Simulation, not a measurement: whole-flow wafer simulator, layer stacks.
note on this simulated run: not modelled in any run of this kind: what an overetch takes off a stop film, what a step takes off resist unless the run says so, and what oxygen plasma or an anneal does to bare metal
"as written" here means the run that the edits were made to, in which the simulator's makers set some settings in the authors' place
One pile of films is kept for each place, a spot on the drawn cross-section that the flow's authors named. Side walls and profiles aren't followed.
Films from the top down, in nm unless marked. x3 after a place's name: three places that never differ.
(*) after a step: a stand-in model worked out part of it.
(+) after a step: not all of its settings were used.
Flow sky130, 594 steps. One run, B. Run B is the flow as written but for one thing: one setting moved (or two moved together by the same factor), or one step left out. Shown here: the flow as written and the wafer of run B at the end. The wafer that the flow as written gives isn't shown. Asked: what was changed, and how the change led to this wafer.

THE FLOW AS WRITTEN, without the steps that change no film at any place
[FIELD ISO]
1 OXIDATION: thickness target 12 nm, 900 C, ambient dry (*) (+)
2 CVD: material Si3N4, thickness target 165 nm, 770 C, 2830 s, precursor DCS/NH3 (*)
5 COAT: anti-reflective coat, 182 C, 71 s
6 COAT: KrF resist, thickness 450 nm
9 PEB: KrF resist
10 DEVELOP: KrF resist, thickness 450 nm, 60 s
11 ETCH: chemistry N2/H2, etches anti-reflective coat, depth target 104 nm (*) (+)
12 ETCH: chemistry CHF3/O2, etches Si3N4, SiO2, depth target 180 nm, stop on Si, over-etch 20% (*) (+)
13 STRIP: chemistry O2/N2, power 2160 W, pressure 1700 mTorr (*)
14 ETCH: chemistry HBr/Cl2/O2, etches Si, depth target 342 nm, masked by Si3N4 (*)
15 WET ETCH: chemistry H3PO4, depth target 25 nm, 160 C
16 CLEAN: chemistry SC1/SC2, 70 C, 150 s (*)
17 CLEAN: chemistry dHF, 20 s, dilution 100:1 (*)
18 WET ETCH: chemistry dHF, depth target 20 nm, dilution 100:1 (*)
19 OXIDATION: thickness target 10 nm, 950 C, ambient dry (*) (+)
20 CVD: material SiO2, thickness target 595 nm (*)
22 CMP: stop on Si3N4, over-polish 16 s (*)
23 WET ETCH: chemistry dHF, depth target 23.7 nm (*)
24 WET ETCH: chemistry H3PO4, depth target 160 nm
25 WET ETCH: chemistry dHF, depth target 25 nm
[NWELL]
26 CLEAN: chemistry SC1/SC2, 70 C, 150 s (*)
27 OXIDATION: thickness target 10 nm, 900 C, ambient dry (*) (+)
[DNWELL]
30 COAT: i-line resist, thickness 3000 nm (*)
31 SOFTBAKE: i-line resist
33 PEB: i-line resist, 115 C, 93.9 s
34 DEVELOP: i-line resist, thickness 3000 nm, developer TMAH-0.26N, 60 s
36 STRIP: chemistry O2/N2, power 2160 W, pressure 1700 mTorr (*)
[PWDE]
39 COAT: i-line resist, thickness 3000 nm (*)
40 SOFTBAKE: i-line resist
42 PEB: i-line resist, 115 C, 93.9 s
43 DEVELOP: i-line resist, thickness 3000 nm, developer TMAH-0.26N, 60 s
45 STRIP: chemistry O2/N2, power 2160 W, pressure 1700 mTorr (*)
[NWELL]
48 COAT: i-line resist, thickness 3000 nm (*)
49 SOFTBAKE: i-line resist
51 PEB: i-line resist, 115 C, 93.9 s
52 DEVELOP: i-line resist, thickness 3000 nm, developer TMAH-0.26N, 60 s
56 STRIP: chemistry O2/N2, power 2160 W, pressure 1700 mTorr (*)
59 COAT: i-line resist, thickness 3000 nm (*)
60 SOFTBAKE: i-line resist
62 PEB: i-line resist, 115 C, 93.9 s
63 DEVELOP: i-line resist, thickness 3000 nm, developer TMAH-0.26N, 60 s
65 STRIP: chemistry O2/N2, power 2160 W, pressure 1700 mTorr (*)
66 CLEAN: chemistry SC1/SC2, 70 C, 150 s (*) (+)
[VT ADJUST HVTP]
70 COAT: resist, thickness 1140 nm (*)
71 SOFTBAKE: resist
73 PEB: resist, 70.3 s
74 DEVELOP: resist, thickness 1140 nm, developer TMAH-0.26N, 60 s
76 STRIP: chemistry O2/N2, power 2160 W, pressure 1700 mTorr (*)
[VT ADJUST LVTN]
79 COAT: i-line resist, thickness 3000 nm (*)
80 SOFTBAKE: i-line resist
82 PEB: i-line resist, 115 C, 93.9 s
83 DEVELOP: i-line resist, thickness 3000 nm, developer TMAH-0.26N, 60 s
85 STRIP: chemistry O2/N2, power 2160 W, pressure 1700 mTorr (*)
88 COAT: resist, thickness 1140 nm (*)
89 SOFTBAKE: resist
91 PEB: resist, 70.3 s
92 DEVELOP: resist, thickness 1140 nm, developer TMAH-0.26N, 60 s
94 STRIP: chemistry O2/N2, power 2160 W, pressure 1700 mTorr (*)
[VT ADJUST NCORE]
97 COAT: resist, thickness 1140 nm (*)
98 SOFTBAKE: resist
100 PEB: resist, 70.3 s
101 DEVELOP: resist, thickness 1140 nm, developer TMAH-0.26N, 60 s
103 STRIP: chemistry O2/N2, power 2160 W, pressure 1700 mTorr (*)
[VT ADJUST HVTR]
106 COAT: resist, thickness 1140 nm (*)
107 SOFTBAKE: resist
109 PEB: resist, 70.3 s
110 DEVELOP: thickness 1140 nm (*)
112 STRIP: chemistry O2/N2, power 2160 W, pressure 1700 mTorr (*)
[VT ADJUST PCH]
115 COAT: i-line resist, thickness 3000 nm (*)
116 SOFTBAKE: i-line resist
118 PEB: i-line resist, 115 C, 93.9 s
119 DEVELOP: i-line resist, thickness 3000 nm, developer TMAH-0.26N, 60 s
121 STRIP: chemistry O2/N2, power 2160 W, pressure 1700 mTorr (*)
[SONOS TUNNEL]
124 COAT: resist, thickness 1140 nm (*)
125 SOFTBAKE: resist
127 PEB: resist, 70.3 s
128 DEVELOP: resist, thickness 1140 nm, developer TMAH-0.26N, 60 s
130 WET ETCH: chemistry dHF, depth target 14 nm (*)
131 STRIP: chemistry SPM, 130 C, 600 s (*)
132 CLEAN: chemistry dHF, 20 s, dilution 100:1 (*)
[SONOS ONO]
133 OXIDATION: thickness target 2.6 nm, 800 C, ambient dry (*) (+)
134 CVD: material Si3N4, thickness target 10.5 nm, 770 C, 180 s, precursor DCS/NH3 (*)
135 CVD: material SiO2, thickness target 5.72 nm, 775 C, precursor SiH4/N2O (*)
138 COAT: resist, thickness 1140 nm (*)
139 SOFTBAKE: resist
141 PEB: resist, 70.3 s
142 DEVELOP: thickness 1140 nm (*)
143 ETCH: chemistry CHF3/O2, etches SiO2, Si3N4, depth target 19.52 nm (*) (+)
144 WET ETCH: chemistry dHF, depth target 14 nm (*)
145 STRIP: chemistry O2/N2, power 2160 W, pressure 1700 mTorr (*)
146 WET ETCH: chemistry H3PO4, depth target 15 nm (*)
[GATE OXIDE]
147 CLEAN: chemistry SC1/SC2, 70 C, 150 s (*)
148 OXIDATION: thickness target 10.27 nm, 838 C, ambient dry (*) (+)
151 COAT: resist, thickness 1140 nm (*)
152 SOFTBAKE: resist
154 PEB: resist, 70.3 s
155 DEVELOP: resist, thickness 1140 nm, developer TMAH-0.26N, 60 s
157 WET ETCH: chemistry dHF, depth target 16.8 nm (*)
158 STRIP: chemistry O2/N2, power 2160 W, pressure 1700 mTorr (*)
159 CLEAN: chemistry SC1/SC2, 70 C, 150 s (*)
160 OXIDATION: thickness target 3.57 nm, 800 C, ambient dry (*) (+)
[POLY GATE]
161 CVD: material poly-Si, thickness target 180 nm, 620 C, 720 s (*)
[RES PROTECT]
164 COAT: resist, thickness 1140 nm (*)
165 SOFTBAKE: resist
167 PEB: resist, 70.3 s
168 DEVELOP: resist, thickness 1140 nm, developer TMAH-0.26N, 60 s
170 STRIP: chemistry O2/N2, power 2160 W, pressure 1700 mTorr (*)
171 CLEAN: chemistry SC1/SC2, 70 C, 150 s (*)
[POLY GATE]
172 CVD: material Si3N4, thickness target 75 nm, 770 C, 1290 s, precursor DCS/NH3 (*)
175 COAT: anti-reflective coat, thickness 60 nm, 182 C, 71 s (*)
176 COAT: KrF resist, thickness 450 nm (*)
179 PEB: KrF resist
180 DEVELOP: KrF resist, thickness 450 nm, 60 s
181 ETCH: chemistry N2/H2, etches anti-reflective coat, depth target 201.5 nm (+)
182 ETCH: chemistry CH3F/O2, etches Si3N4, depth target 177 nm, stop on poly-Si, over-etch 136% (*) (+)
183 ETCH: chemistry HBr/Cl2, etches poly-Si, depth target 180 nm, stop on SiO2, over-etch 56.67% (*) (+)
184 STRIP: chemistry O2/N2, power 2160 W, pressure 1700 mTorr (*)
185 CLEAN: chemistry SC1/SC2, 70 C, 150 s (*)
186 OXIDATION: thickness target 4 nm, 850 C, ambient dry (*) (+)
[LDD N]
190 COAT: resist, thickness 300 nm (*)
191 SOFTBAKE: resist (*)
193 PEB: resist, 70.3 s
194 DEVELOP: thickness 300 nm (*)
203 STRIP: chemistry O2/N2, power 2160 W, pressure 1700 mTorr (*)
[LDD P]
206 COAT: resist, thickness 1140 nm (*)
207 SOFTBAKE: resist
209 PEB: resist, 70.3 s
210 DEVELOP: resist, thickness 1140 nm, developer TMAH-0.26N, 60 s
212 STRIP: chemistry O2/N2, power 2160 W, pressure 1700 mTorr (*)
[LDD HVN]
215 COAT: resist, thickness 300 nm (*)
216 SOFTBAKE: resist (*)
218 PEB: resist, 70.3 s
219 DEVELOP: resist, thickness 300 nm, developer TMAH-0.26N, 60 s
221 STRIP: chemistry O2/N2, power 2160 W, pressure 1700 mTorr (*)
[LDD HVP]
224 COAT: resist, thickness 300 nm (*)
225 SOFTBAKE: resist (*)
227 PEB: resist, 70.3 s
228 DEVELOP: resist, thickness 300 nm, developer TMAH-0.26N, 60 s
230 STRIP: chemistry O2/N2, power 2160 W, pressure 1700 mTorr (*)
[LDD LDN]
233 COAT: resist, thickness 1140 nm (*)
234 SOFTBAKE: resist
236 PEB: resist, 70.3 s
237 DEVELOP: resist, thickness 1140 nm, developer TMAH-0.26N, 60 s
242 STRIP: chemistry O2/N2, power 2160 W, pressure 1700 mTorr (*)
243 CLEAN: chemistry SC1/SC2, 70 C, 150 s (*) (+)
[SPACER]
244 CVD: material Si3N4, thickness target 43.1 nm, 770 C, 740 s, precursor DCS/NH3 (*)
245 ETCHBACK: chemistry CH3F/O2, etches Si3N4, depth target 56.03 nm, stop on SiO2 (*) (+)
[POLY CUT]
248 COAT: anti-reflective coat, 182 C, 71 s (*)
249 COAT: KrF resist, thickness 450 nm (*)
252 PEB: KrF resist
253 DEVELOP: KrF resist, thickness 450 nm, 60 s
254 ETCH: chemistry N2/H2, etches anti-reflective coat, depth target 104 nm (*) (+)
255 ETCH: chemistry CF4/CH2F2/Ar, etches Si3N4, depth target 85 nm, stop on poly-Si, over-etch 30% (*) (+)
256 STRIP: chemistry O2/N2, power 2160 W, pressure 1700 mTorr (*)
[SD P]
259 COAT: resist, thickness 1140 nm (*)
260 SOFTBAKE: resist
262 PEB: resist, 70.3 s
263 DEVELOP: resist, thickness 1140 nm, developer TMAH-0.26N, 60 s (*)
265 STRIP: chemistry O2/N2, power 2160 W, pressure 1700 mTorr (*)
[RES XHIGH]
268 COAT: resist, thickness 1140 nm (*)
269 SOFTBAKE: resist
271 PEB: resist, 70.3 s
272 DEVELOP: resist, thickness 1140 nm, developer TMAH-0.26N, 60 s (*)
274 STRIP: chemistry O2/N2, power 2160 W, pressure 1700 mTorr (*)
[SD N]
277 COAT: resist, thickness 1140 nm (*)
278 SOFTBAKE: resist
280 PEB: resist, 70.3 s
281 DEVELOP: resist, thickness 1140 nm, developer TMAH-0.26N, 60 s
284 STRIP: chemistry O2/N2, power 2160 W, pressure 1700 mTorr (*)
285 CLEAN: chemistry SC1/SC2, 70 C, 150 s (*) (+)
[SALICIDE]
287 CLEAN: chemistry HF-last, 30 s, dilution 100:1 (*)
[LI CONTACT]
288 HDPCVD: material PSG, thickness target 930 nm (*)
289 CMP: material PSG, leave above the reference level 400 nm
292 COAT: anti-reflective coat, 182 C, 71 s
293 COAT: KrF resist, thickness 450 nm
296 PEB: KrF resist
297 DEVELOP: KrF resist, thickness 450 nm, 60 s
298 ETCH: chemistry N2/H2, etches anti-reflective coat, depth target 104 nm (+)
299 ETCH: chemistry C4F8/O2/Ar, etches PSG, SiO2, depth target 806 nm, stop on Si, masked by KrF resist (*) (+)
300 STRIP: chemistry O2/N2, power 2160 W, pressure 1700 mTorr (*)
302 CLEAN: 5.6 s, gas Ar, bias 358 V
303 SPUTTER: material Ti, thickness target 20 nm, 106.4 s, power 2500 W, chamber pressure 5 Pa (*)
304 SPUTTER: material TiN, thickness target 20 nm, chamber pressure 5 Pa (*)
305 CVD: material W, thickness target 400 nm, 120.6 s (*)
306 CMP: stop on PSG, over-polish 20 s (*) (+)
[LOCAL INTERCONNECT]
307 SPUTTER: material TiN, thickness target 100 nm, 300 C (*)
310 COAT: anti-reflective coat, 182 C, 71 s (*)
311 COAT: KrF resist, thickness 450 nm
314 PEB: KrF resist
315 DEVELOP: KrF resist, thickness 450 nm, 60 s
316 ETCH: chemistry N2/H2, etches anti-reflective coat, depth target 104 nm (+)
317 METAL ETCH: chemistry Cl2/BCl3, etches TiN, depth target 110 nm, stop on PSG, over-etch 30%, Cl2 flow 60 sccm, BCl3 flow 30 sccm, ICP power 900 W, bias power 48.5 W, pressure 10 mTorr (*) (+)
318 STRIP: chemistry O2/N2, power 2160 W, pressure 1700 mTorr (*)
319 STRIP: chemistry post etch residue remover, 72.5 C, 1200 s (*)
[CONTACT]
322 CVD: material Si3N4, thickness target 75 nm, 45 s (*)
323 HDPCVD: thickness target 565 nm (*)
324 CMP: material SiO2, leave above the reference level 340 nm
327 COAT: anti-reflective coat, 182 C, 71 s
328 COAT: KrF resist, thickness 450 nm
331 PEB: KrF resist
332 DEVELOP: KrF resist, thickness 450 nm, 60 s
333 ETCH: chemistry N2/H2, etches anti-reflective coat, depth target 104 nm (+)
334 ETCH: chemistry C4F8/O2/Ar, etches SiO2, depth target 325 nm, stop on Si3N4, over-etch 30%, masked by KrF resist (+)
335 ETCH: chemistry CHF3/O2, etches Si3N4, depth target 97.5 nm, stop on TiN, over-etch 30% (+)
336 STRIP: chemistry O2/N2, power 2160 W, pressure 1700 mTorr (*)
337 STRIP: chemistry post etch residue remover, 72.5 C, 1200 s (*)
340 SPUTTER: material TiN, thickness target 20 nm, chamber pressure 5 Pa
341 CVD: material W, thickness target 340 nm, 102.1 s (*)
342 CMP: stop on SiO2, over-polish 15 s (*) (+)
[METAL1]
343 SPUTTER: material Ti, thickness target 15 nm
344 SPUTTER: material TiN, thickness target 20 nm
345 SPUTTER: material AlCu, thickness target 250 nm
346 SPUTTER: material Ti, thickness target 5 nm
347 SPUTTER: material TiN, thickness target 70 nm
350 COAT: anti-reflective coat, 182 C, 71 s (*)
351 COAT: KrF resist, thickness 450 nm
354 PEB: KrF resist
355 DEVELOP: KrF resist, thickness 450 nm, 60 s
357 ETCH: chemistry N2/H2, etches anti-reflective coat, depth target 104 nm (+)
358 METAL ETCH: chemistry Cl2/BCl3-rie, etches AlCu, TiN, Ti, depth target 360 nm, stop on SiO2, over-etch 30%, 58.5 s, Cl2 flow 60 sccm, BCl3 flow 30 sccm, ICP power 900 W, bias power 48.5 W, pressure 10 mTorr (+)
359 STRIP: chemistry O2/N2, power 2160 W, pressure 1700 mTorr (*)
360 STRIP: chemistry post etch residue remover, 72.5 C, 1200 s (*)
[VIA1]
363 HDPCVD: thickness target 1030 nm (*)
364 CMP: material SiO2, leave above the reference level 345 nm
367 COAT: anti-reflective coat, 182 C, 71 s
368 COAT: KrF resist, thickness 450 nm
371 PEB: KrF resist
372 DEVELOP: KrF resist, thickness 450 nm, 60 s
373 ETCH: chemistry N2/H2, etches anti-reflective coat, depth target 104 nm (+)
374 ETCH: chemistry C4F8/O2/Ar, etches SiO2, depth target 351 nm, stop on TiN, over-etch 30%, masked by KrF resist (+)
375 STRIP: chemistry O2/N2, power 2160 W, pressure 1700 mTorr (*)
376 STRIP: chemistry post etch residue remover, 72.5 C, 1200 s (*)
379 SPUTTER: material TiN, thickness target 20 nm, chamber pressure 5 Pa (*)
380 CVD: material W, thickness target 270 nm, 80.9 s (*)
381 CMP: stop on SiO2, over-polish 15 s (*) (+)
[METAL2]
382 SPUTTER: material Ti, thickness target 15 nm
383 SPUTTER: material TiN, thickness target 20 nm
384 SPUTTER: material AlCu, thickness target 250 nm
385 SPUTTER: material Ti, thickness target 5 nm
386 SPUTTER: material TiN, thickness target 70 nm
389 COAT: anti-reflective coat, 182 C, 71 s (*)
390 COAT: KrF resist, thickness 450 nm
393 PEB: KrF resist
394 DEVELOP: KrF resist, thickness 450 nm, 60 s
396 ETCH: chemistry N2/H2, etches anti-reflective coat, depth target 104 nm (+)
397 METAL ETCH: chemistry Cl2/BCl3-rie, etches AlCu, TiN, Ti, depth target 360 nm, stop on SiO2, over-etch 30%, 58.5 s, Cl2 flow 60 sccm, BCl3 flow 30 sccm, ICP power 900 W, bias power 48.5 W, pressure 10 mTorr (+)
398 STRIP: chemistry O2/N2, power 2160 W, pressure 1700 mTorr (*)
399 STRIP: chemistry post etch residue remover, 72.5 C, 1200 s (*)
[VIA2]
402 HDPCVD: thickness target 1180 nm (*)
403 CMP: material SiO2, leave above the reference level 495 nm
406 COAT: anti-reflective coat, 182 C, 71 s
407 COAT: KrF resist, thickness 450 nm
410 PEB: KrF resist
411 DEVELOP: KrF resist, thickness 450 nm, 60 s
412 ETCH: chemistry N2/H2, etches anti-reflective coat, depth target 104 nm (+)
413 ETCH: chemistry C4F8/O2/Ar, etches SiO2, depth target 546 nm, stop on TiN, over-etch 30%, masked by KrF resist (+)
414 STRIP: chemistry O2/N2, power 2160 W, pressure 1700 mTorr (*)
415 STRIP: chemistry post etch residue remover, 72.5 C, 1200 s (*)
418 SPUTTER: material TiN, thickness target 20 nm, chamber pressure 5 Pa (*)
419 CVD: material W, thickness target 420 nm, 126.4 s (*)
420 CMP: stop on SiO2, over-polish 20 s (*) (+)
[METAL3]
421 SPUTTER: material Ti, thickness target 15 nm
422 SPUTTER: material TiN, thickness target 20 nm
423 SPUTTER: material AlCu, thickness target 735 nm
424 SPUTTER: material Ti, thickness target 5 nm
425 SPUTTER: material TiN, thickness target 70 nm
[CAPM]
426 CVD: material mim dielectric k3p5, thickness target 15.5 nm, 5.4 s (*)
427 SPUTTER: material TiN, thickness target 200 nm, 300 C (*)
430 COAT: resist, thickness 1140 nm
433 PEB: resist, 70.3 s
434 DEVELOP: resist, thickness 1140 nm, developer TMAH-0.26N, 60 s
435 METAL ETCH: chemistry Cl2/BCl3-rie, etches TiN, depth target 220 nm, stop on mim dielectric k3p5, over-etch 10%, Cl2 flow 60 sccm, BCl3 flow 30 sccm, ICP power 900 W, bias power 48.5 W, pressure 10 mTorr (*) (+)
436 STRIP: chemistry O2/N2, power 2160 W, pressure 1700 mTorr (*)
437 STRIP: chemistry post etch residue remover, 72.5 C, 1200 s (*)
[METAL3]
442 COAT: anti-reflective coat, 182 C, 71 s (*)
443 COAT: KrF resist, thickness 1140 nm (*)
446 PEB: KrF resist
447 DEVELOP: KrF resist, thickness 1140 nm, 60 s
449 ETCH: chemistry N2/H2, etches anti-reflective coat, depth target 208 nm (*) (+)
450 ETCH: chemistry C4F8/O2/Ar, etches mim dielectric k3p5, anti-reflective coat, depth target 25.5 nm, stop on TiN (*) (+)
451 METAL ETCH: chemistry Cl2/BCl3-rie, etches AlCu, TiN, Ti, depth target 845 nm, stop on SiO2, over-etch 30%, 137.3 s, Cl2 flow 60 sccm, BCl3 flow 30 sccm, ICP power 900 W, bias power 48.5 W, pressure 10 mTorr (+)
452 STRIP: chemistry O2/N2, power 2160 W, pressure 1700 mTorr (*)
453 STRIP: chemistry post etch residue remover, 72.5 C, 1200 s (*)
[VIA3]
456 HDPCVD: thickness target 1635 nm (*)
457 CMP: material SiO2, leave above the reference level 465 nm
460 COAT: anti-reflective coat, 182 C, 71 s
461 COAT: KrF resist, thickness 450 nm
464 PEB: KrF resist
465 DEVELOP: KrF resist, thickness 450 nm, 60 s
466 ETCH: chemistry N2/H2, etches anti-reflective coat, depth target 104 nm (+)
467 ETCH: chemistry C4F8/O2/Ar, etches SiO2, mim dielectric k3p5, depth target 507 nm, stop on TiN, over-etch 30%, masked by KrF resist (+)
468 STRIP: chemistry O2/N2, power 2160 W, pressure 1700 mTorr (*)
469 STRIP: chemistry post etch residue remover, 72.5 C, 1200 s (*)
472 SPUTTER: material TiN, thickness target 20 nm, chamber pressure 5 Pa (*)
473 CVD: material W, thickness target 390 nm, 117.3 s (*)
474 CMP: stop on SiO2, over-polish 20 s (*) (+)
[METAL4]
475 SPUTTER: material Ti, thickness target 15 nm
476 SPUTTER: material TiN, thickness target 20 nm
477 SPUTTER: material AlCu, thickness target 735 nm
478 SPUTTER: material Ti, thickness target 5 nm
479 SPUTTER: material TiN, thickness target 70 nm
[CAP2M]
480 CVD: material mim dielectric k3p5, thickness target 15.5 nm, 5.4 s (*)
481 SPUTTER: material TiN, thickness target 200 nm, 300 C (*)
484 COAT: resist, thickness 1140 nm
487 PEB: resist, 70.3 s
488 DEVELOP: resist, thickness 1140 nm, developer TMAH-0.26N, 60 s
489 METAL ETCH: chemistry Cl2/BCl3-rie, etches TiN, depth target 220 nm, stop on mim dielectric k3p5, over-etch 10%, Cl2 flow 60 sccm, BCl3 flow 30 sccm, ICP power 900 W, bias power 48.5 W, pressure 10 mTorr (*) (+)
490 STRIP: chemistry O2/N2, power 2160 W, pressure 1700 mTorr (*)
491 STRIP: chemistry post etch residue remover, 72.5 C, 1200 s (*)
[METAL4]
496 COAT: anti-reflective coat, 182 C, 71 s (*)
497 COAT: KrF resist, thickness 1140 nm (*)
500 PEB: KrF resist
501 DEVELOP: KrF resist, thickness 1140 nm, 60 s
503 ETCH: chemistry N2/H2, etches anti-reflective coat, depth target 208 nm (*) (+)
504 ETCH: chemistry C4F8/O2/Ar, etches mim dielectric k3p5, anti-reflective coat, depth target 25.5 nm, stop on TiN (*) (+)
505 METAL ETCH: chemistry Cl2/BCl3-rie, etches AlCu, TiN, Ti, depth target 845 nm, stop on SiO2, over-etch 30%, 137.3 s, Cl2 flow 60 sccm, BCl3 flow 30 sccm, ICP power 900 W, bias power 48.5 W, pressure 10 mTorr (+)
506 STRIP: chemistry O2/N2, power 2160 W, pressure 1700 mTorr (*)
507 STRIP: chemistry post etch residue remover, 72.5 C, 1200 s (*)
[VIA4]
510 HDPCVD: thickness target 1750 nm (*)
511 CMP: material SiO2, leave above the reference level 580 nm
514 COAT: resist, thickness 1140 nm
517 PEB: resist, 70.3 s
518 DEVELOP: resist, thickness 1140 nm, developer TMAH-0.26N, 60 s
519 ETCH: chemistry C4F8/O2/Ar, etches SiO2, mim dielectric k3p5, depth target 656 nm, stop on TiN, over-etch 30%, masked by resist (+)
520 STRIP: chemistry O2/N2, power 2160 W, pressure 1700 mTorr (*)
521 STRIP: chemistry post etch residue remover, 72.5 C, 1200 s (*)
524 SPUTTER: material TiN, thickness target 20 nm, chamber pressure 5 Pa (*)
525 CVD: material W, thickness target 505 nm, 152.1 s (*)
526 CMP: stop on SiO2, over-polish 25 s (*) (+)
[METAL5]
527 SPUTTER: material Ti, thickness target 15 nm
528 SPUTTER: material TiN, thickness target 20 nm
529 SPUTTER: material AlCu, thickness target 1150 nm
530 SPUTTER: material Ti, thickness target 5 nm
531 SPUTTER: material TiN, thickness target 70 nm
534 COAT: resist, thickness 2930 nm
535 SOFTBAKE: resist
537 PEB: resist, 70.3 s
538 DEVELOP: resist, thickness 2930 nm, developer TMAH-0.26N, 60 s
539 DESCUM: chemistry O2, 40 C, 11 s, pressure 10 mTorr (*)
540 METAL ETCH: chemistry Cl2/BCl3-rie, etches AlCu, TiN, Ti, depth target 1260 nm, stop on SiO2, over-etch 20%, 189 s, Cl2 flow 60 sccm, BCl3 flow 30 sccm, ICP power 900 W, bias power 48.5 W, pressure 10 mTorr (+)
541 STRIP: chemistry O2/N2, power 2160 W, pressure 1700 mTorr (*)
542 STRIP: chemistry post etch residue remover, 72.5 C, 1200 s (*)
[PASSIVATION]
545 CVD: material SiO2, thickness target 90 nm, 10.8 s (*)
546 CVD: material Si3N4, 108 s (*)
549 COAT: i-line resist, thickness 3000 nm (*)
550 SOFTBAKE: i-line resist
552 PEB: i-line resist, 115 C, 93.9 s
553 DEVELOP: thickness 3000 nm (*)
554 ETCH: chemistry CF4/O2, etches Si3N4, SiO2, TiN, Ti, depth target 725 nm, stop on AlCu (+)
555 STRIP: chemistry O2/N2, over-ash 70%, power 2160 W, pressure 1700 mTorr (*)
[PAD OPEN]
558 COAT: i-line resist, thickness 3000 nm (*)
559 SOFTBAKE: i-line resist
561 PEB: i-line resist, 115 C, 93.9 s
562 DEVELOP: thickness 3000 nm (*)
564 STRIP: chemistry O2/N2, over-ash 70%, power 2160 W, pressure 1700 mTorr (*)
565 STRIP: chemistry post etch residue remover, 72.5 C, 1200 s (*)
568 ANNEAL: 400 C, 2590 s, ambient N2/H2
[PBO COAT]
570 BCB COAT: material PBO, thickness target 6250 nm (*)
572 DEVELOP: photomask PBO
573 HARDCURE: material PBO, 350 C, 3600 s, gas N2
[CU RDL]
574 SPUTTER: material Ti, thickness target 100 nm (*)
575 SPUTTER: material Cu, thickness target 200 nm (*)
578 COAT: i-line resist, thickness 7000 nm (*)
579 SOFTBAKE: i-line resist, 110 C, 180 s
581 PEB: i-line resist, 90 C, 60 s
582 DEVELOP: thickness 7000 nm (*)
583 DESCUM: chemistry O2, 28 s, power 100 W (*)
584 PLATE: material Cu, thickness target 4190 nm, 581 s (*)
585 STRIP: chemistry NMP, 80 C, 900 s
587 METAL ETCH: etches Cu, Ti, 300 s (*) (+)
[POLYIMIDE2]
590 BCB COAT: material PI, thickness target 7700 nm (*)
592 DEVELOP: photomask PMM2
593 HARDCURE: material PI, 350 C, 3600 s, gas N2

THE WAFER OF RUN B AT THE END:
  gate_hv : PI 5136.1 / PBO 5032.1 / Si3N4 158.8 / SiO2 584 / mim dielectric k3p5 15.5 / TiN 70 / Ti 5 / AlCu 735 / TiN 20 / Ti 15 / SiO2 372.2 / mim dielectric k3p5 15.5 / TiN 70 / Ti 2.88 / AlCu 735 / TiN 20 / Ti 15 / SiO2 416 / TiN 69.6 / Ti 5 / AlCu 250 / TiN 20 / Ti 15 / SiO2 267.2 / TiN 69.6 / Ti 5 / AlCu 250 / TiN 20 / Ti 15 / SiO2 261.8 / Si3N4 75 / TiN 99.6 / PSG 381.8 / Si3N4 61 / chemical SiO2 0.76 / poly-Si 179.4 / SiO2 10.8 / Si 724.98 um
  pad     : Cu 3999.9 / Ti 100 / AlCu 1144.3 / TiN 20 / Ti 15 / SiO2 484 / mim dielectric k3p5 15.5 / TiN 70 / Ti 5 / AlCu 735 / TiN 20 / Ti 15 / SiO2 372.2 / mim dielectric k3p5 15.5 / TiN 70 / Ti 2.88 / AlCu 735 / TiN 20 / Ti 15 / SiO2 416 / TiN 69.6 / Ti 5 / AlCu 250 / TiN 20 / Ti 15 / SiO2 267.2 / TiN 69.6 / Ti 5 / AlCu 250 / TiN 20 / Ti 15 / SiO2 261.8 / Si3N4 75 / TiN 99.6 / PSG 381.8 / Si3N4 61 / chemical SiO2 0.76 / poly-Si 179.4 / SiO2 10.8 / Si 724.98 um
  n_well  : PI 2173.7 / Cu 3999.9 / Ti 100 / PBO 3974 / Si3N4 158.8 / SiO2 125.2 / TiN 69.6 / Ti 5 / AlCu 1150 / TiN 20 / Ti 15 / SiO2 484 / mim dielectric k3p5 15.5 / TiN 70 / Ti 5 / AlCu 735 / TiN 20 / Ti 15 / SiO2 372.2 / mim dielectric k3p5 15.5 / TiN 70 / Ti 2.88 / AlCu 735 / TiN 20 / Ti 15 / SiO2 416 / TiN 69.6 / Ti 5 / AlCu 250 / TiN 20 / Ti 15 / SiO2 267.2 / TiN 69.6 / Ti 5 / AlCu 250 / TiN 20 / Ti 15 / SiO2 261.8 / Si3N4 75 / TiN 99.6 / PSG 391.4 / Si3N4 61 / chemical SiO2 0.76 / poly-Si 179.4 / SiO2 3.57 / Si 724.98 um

The cause: step 424, SPUTTER: thickness target 2.88 nm was run, where the flow has thickness target 5 nm.
It can be read off the wafer: gate_hv has Ti 2.88, and step 424 as written asks for 5 nm.

How the change led to this, step by step:
  424 SPUTTER: material Ti, thickness target 5 nm
      field, active, n_well and 188 more: Ti +2.88 (new film) (as written it would be: Ti +5 (new film))
  451 METAL ETCH: chemistry Cl2/BCl3-rie, etches AlCu, TiN, Ti, depth target 845 nm, stop on SiO2, over-etch 30%, 137.3 s, Cl2 flow 60 sccm, BCl3 flow 30 sccm, ICP power 900 W, bias power 48.5 W, pressure 10 mTorr (+)
      field, gate, spacer and 68 more: TiN -70 (all of it), Ti -2.88 (all of it), AlCu -735 (all of it), TiN -20 (all of it), Ti -15 (all of it), SiO2 -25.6 (as written it would be: TiN -70 (all of it), Ti -5 (all of it), AlCu -735 (all of it), TiN -20 (all of it), Ti -15 (all of it), SiO2 -25.4)
      active, vpp_ln, vpp_iso2 and 11 more: TiN -70 (all of it), Ti -2.88 (all of it), AlCu -735 (all of it), TiN -20 (all of it), Ti -15 (all of it), SiO2 -25.6 (as written it would be: TiN -70 (all of it), Ti -5 (all of it), AlCu -735 (all of it), TiN -20 (all of it), Ti -15 (all of it), SiO2 -25.3)
